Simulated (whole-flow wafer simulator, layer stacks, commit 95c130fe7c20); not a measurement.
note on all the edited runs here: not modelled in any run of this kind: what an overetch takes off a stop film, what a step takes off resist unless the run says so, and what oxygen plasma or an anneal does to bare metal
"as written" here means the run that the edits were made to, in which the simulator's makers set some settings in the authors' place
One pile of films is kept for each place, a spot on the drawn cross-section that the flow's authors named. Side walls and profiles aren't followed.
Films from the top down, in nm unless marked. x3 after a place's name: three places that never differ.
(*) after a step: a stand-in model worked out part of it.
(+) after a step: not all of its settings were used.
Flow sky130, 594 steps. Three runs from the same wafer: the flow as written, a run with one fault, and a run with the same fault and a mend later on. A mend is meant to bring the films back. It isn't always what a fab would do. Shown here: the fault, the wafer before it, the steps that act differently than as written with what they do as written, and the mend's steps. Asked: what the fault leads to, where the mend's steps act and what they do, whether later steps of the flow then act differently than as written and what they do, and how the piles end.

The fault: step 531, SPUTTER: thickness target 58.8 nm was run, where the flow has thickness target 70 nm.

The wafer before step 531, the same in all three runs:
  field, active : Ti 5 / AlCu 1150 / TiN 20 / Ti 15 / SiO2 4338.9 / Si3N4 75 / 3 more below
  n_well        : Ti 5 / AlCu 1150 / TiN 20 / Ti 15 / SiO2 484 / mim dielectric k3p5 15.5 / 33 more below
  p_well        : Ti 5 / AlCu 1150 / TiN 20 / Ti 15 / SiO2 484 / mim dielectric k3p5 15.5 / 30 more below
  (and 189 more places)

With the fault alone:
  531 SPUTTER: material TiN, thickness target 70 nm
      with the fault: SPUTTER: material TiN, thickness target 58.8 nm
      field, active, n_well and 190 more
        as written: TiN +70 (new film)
        with the fault: TiN +58.8 (new film)
  Later steps of the flow that act differently than as written (21 more steps differ only slightly, by at most 2% or 0.5 nm, whichever is larger, and aren't shown):
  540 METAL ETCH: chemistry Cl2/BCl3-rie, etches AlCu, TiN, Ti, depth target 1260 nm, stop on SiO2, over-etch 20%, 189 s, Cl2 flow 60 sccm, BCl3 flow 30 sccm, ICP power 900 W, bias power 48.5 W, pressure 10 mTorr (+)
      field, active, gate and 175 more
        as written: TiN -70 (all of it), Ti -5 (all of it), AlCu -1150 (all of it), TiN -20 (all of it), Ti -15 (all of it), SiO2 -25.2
        with the fault: TiN -58.8 (all of it), Ti -5 (all of it), AlCu -1150 (all of it), TiN -20 (all of it), Ti -15 (all of it), SiO2 -26.3
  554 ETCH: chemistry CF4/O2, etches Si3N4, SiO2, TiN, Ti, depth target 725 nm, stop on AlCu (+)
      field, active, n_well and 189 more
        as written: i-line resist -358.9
        with the fault: i-line resist -347.7
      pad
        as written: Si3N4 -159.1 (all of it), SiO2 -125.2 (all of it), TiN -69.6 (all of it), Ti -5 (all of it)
        with the fault: Si3N4 -159.1 (all of it), SiO2 -125.2 (all of it), TiN -58.4 (all of it), Ti -5 (all of it)
  At the end the piles differ from the flow's by more than 2% or 0.5 nm, whichever is larger, at n_well, p_well, sd_n and 11 more.
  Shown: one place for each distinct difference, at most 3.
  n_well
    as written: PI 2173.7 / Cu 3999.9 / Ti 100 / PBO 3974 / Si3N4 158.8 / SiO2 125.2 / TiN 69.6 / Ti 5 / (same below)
    with the fault: PI 2175 / Cu 3999.9 / Ti 100 / PBO 3982.1 / Si3N4 158.8 / SiO2 125.2 / TiN 58.4 / Ti 5 / (same below)
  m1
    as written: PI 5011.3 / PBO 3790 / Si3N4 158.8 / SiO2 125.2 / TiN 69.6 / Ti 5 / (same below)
    with the fault: PI 5011.9 / PBO 3799.3 / Si3N4 158.8 / SiO2 125.2 / TiN 58.4 / Ti 5 / (same below)
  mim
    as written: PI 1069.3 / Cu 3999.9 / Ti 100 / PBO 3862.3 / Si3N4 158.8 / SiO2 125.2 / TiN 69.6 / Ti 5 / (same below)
    with the fault: PI 1070.4 / Cu 3999.9 / Ti 100 / PBO 3870.9 / Si3N4 158.8 / SiO2 125.2 / TiN 58.4 / Ti 5 / (same below)

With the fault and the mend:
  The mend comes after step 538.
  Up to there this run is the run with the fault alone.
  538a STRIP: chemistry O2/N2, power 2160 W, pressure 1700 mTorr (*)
      n_well, p_well, sd_n and 9 more
        resist -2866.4 (all of it)
      m1, via4_hole
        resist -2868.5 (all of it)
      via4_enc
        resist -2866.3 (all of it)
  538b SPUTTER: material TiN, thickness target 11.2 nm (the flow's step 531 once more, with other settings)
      field, active, n_well and 190 more
        TiN +11.2
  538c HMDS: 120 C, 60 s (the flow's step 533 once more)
      changes no film at any place that is followed
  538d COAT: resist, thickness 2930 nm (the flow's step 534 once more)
      n_well, p_well, gate_hv and 172 more
        resist +2930 (new film)
      field, active, gate and 13 more
        resist +2929.9 (new film)
      m1, via4_hole
        resist +2932.1 (new film)
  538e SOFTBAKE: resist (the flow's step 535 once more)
      field, active, gate, spacer, m1, sonos_cell, sonos_guard, sonos_guard_hv
        resist +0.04
      nwell_res
        resist +0.03
      pplus_nw
        resist +0.02
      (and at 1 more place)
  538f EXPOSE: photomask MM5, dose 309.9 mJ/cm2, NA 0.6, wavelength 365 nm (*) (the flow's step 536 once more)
      changes no film at any place that is followed
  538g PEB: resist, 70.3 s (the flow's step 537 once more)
      field, active, n_well and 188 more
        resist -63.6
      m1, via4_hole
        resist -63.7
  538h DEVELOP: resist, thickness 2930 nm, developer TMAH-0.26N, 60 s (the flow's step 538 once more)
      field, active, gate and 168 more
        resist -2866.4 (all of it)
      via1_hole, via1_enc, via2_hole, via2_enc, via3_hole, via3_enc, via_li1
        resist -2866.3 (all of it)
  No later step of the flow acts differently than as written at any place that is followed.
  At the end the piles are the same as the flow's at every place that both follow.
